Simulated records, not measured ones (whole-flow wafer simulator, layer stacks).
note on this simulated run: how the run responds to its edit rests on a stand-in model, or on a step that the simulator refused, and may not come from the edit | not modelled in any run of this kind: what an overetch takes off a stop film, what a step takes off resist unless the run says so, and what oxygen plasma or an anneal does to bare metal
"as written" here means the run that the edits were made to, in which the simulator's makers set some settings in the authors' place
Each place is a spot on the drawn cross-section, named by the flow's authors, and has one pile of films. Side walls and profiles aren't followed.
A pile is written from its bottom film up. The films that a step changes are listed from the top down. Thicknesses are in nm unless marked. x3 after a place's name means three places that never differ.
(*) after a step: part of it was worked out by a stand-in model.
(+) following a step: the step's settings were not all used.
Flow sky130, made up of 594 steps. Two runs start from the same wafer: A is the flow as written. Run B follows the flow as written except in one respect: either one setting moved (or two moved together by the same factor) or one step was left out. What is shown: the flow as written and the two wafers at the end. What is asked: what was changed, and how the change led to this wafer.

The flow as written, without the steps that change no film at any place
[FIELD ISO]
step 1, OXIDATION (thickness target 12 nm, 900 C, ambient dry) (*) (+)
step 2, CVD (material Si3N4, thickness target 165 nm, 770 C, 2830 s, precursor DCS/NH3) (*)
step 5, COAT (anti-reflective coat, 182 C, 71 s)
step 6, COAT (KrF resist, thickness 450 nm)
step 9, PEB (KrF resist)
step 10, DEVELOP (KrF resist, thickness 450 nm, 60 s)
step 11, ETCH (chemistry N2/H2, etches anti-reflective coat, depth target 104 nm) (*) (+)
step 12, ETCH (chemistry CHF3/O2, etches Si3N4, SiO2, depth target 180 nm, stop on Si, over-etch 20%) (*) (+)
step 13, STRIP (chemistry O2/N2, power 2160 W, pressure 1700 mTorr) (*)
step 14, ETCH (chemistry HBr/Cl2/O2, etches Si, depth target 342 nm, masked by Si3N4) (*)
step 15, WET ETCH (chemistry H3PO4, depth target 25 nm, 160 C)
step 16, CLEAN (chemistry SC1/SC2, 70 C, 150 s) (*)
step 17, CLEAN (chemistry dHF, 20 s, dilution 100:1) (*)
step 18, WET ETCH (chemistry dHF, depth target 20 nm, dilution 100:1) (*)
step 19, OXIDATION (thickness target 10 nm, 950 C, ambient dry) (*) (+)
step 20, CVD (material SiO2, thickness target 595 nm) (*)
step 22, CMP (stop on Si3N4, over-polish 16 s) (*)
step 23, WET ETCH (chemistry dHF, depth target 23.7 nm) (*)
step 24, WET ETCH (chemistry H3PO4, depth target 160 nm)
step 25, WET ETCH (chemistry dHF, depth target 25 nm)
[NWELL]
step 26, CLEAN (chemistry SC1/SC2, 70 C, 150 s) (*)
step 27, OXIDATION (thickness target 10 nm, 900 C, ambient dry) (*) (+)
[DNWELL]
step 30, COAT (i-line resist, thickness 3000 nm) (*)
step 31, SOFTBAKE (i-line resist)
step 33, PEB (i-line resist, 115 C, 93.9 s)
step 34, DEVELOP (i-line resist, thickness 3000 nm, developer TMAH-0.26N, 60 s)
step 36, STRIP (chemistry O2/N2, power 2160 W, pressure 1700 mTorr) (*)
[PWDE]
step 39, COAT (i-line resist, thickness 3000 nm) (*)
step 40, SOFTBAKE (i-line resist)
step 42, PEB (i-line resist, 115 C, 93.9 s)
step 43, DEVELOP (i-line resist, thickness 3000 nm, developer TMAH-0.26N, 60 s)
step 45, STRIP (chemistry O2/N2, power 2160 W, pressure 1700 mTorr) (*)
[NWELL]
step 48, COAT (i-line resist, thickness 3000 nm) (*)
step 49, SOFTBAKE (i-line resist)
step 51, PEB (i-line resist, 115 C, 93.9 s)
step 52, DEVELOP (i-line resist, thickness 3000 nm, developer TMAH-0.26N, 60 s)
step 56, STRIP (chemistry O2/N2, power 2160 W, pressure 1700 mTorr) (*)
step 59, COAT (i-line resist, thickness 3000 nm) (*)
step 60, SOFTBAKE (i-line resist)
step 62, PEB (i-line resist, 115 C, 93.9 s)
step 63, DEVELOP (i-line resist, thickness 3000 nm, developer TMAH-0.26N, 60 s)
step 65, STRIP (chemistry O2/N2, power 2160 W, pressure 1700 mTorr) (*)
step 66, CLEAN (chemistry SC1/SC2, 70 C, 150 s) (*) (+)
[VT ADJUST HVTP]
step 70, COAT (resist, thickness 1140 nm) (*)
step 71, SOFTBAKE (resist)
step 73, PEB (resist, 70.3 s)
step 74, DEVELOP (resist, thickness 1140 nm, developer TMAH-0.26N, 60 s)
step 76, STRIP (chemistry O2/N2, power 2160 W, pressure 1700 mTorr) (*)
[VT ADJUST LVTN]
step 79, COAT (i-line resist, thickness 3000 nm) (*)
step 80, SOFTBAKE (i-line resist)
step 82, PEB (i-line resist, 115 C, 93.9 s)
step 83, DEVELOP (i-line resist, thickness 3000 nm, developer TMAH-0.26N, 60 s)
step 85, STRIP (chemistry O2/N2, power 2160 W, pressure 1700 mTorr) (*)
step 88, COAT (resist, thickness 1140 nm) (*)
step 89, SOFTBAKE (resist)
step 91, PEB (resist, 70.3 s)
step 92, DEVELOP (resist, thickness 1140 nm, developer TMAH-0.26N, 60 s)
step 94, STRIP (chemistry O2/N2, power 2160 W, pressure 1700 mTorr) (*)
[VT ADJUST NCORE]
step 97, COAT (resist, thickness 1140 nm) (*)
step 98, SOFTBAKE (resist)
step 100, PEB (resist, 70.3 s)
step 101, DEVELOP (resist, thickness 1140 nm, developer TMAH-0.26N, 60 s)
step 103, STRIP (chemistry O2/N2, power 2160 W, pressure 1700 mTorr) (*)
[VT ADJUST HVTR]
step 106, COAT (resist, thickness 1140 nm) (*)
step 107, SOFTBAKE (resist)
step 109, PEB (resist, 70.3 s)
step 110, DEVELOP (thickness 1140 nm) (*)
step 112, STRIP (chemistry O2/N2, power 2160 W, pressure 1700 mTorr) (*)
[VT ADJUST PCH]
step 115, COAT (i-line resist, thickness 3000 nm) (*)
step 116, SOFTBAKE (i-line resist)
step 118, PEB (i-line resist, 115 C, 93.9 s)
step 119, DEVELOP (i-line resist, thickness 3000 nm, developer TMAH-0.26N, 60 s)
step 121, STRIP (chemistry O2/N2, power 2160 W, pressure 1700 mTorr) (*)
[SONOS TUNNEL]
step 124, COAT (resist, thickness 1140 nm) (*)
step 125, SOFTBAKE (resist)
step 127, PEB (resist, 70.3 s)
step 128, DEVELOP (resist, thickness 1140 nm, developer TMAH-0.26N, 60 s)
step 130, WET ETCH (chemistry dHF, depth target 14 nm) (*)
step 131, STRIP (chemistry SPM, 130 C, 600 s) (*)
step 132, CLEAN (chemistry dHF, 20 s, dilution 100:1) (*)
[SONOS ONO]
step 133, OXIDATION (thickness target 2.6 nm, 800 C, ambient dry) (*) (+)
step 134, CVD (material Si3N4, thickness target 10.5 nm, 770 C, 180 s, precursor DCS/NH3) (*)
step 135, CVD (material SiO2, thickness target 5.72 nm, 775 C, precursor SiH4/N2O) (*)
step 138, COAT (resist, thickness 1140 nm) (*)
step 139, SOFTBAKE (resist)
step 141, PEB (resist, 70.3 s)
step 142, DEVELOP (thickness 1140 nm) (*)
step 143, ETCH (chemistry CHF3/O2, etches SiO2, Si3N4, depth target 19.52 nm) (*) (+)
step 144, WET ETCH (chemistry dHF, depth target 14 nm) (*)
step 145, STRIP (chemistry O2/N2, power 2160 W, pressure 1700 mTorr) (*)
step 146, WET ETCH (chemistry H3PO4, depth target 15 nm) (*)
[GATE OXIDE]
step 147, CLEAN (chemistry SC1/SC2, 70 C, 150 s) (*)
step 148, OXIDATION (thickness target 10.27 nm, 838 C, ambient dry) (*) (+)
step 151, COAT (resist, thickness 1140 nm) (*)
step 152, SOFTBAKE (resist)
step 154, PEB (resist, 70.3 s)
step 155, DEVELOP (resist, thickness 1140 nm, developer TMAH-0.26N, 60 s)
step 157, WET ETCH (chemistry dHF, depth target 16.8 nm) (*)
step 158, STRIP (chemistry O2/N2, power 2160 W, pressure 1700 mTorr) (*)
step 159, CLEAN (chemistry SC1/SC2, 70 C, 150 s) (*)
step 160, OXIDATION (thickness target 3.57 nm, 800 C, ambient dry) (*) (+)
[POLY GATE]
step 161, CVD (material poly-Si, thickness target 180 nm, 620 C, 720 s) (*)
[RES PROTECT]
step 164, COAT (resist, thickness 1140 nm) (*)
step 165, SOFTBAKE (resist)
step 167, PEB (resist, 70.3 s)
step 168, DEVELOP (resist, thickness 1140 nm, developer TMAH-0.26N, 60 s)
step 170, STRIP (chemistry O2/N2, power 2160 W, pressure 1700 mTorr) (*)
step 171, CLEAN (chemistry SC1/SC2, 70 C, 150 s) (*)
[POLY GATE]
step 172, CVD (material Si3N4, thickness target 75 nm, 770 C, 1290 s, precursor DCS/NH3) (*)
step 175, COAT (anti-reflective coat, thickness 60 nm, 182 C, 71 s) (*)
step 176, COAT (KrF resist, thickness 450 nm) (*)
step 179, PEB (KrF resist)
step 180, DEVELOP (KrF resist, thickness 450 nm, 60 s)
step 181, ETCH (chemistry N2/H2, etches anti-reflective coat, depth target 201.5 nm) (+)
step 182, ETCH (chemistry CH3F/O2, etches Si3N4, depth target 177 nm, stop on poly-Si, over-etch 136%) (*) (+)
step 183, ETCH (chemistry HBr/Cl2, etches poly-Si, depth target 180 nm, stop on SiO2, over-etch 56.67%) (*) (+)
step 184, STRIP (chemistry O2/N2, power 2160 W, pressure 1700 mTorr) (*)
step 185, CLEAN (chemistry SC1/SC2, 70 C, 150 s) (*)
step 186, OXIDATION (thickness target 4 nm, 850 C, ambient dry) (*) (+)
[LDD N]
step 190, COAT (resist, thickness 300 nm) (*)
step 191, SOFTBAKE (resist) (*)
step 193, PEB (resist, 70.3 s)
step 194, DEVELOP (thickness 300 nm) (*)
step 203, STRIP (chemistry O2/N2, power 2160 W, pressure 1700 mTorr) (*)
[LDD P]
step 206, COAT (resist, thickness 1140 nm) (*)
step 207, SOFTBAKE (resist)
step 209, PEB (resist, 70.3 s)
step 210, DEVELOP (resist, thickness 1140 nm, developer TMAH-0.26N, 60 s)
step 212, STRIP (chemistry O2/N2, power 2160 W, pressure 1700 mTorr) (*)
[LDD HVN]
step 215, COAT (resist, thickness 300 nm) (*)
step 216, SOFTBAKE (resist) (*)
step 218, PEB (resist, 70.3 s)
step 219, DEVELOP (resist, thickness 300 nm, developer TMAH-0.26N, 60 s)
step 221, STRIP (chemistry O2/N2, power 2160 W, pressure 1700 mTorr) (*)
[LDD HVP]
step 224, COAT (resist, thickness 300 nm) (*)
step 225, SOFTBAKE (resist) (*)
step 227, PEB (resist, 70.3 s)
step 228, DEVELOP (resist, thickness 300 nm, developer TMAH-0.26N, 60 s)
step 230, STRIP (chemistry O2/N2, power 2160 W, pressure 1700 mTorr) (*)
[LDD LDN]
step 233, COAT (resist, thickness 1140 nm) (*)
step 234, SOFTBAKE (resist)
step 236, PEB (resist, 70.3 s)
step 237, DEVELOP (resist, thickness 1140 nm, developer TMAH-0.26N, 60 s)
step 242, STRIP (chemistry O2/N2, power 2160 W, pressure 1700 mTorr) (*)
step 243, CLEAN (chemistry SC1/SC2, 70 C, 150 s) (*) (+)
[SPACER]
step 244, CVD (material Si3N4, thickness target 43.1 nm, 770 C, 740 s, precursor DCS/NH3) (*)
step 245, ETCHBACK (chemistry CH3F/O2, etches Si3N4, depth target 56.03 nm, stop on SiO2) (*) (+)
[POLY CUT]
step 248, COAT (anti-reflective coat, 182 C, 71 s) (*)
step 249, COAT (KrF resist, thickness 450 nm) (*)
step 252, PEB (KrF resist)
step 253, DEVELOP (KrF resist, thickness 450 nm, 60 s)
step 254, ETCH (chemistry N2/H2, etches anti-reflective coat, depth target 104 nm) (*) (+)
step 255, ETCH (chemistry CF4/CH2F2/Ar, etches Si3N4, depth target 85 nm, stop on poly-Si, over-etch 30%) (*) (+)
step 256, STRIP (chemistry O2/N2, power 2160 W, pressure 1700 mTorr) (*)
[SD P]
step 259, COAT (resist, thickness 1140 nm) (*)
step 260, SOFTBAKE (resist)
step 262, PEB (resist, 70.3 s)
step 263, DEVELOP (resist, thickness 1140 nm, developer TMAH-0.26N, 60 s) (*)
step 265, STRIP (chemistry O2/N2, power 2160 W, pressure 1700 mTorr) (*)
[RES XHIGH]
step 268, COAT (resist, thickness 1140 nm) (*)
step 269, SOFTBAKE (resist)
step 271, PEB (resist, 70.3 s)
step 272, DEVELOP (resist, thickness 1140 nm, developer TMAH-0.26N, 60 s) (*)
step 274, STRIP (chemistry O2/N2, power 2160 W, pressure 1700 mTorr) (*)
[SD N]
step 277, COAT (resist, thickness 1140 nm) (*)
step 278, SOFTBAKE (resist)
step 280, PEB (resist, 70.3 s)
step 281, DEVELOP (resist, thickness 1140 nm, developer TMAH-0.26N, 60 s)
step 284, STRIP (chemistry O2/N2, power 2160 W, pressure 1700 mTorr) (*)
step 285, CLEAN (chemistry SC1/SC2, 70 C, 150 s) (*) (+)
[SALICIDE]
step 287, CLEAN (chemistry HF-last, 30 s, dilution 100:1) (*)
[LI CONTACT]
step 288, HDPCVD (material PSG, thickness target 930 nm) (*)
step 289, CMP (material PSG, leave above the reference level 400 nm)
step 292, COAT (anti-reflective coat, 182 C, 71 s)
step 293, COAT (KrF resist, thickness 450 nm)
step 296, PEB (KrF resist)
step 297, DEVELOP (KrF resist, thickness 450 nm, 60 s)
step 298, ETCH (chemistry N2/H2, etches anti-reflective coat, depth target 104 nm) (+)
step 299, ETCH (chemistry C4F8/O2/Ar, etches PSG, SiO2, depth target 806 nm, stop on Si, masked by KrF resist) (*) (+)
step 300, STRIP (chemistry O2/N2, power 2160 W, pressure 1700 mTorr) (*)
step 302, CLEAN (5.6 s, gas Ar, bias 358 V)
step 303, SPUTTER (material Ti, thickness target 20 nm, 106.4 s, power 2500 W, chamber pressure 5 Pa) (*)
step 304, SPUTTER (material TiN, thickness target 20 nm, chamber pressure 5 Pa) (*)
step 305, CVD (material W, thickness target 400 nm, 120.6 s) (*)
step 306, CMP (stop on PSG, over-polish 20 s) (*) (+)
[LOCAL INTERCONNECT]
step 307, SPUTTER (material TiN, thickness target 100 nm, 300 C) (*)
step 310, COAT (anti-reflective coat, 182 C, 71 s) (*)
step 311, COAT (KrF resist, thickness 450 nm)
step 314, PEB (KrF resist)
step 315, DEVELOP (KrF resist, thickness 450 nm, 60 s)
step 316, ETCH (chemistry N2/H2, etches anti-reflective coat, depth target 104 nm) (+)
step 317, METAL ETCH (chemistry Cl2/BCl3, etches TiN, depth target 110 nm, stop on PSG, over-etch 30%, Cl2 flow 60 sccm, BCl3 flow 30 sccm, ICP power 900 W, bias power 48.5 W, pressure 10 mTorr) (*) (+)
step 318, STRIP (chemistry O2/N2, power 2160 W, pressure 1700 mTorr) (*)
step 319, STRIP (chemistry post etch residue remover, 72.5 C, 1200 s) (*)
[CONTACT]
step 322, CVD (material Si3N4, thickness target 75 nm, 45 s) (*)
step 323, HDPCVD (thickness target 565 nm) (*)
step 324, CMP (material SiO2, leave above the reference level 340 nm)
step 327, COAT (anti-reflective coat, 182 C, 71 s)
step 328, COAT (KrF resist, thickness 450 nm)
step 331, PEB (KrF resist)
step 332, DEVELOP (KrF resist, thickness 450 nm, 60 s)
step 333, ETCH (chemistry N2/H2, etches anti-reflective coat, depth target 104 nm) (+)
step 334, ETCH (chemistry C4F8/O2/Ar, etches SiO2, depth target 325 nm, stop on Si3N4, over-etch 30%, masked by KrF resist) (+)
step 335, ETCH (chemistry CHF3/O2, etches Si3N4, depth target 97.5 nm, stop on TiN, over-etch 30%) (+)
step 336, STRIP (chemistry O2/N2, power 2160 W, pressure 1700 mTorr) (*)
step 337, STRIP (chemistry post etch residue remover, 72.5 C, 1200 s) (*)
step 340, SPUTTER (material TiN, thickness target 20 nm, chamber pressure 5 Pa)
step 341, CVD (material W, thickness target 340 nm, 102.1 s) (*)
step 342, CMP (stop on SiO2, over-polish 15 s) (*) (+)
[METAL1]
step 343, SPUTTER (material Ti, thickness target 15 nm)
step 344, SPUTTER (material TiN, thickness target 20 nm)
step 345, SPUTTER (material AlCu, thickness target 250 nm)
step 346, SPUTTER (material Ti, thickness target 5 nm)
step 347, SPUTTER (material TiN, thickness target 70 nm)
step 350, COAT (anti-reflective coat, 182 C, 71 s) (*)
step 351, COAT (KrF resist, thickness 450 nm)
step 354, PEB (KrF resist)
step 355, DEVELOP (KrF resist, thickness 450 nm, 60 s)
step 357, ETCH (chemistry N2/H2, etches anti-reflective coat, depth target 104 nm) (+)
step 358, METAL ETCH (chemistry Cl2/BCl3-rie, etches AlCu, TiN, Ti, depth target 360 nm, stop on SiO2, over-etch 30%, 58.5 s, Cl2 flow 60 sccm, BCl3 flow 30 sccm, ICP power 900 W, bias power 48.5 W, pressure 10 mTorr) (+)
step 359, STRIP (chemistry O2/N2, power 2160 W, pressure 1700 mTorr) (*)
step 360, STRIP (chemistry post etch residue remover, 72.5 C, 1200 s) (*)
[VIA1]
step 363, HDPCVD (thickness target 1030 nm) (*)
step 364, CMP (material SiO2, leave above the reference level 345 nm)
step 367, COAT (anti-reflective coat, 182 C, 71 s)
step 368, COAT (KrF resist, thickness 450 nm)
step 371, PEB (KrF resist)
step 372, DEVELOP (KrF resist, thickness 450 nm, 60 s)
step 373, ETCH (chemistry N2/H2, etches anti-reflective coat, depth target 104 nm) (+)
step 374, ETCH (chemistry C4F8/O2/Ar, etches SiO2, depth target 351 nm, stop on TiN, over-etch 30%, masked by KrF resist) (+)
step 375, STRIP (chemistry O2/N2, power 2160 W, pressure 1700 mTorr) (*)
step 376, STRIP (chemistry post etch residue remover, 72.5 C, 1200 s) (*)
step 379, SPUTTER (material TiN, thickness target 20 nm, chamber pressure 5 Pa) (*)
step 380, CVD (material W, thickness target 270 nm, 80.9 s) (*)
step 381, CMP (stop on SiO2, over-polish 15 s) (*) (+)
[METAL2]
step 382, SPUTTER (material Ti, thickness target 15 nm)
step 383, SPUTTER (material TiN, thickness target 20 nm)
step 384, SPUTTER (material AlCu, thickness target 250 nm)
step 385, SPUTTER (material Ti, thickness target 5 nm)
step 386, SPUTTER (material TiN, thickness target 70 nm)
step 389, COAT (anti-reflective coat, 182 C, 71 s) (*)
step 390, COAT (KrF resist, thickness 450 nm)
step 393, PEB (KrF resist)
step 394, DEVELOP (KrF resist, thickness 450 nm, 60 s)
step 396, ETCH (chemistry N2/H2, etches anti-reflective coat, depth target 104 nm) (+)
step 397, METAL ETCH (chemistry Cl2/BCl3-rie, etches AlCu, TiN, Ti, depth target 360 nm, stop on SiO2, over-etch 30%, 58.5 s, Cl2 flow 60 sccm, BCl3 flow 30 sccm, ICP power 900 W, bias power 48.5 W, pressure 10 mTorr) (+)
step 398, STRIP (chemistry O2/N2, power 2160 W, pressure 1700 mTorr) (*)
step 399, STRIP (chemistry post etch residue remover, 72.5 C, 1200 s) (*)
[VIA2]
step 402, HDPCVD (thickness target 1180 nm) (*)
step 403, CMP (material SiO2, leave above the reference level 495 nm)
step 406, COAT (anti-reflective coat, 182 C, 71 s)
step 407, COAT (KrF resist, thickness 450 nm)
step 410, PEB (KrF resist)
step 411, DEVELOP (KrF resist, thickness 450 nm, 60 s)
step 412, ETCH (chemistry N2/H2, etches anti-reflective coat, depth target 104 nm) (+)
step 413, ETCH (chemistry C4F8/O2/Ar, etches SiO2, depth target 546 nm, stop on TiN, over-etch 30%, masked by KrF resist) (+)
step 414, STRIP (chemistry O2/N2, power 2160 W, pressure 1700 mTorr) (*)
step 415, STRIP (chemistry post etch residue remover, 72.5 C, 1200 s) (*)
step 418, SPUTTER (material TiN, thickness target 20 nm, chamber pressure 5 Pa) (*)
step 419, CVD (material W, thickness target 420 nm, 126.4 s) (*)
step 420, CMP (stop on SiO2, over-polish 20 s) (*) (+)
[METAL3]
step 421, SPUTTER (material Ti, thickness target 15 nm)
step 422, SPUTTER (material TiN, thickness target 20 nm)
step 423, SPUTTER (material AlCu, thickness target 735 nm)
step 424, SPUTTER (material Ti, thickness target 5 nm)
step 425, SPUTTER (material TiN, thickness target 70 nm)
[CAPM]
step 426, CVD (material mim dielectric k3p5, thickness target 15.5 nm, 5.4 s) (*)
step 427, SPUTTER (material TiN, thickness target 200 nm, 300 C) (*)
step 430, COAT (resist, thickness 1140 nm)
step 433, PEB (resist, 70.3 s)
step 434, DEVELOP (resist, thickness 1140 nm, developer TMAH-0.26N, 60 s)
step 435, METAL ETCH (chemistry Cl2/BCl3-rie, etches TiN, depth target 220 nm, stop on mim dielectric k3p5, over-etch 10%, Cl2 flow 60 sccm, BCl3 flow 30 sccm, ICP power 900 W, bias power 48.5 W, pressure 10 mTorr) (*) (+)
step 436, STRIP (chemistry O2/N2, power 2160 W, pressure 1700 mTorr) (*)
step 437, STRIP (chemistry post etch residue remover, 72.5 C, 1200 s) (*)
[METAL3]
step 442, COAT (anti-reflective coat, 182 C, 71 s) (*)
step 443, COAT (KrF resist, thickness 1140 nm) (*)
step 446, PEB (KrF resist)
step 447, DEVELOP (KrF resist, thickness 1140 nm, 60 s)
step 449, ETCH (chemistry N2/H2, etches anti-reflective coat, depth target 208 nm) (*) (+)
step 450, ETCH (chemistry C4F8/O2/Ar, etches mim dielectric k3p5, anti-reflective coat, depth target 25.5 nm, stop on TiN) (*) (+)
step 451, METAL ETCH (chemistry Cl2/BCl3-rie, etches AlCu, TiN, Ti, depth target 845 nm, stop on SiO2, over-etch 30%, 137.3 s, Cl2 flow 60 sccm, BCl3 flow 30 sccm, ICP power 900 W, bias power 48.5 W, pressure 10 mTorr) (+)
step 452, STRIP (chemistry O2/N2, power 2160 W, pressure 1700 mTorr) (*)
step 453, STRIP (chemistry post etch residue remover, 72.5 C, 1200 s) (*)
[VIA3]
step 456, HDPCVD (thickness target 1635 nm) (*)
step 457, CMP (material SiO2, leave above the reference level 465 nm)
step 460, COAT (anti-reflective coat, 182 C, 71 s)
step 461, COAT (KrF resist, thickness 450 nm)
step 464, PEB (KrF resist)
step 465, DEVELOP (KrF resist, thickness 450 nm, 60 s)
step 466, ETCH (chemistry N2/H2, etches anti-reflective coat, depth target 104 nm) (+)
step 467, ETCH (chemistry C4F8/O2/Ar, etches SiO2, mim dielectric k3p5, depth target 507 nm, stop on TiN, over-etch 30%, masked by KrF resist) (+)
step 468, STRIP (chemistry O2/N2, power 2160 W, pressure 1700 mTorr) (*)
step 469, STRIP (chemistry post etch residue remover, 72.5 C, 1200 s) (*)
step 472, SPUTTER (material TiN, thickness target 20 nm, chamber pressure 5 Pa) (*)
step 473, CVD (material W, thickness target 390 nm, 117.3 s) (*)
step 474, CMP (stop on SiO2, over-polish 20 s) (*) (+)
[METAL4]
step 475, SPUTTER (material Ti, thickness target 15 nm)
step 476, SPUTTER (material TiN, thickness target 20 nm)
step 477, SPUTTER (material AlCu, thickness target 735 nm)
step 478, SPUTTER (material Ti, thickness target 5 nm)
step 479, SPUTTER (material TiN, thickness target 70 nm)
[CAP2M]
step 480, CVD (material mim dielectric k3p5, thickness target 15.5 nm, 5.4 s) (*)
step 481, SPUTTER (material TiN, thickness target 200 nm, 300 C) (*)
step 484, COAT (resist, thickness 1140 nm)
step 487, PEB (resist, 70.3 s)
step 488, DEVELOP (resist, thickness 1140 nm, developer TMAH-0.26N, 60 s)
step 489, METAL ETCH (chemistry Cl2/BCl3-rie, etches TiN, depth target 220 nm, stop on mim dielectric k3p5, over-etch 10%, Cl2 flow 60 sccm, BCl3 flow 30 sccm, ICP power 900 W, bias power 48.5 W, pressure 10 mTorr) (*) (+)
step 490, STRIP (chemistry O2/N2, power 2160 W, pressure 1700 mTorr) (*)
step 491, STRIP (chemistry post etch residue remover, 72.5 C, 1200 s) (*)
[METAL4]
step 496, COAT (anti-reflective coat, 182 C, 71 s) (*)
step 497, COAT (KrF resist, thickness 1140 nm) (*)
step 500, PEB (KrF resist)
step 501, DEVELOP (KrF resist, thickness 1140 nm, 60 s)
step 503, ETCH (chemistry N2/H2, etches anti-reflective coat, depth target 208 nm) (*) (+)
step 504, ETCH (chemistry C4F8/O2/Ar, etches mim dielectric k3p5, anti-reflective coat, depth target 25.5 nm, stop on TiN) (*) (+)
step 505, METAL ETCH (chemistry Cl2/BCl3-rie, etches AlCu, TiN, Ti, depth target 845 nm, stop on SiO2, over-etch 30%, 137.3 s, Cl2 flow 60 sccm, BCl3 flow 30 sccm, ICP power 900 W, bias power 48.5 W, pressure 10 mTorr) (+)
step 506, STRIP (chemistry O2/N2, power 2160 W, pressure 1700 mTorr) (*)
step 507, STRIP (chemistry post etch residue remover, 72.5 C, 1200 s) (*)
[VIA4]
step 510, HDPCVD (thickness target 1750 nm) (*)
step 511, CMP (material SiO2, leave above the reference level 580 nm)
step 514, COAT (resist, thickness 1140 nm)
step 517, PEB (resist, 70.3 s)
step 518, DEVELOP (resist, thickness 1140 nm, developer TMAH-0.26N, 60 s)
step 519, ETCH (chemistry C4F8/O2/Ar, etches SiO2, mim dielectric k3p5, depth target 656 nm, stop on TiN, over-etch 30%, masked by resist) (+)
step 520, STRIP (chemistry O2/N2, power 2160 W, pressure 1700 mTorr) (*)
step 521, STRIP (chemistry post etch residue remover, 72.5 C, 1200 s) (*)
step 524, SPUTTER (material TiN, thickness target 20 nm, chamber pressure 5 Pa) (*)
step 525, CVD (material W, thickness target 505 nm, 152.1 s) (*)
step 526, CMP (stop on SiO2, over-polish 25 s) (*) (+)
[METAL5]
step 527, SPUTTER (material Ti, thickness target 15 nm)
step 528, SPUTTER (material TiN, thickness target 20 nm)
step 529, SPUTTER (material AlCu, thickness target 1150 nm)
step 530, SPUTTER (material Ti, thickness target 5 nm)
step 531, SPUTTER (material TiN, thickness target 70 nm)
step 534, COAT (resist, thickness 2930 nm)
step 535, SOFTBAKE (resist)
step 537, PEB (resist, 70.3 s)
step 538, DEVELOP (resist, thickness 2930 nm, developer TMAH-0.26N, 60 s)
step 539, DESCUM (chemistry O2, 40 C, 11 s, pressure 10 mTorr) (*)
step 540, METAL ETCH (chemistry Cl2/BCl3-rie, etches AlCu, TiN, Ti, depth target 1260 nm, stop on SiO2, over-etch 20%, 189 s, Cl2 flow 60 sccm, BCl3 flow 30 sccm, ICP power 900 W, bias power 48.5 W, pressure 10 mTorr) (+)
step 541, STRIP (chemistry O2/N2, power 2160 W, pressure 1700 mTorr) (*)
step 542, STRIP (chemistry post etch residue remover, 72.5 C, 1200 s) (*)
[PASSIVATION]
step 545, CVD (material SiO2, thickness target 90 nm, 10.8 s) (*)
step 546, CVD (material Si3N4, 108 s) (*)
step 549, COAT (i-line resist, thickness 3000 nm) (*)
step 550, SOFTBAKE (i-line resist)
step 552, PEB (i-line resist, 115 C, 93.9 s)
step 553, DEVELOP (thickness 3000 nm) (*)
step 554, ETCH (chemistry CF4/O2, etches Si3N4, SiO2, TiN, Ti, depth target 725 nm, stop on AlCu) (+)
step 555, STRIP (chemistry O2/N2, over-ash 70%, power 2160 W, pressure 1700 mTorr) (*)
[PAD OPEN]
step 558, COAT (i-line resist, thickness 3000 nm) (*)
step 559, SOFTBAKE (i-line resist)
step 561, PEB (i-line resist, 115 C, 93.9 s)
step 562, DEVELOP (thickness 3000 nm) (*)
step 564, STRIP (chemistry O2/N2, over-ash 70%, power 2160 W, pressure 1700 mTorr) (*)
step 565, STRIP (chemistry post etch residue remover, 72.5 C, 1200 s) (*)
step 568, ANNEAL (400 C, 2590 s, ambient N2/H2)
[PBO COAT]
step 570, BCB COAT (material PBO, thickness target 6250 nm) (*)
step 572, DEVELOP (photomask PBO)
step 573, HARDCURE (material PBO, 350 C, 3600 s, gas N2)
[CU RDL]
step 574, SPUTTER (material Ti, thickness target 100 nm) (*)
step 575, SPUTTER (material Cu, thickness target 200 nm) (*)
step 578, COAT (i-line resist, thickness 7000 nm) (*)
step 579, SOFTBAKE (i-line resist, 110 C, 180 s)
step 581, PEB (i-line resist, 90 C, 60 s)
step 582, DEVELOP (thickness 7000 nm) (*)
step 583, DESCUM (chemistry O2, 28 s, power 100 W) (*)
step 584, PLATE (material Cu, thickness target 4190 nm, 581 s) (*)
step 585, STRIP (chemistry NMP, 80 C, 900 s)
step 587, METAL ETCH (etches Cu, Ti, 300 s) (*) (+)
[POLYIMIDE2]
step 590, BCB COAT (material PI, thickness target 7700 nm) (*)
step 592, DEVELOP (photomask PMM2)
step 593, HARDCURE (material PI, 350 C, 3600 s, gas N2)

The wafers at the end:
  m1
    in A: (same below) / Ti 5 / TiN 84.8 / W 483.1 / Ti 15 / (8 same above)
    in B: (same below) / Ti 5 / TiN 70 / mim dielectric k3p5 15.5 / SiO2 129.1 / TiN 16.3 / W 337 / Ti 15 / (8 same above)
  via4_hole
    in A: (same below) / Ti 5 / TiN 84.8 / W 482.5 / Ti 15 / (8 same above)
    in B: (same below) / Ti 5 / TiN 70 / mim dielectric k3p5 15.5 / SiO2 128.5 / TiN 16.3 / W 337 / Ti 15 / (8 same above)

The reason: step 519, ETCH: depth target 361 nm was run, whereas the flow has depth target 656 nm.

Step by step, how the change led to this:
  step 519, ETCH (chemistry C4F8/O2/Ar, etches SiO2, mim dielectric k3p5, depth target 656 nm, stop on TiN, over-etch 30%, masked by resist) (+)
      m1: A -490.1 SiO2 (all of it), -15.5 mim dielectric k3p5 (all of it) | B -361 SiO2
      via4_hole: A -489.5 SiO2 (all of it), -15.5 mim dielectric k3p5 (all of it) | B -361 SiO2
      (also at 191 further places)
  step 520, STRIP (chemistry O2/N2, power 2160 W, pressure 1700 mTorr) (*)
      field, active, n_well and 188 more: A -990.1 resist (all of it) | B -1049.1 resist (all of it)
  step 524, SPUTTER (material TiN, thickness target 20 nm, chamber pressure 5 Pa) (*)
      m1, via4_hole: A +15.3 TiN | B +16.3 TiN (new film)
  step 525, CVD (material W, thickness target 505 nm, 152.1 s) (*)
      m1: A +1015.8 W (new film) | B +673 W (new film)
      via4_hole: A +1015.2 W (new film) | B +674.7 W (new film)
  step 526, CMP (stop on SiO2, over-polish 25 s) (*) (+)
      m1: A -532.7 W | B -335.9 W
      via4_hole: A -532.7 W | B -337.6 W
Taking metal films that touch as one body, m1 has 3 bodies (between them, from the top down: SiO2 129.1 / mim dielectric k3p5 15.5; SiO2 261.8 / Si3N4 75); the flow as written gives 2 bodies (between them, from the top down: SiO2 261.8 / Si3N4 75).
Taking metal films that touch as one body, via4_hole has 2 bodies (between them, from the top down: SiO2 128.5 / mim dielectric k3p5 15.5); the flow as written gives 1 body.
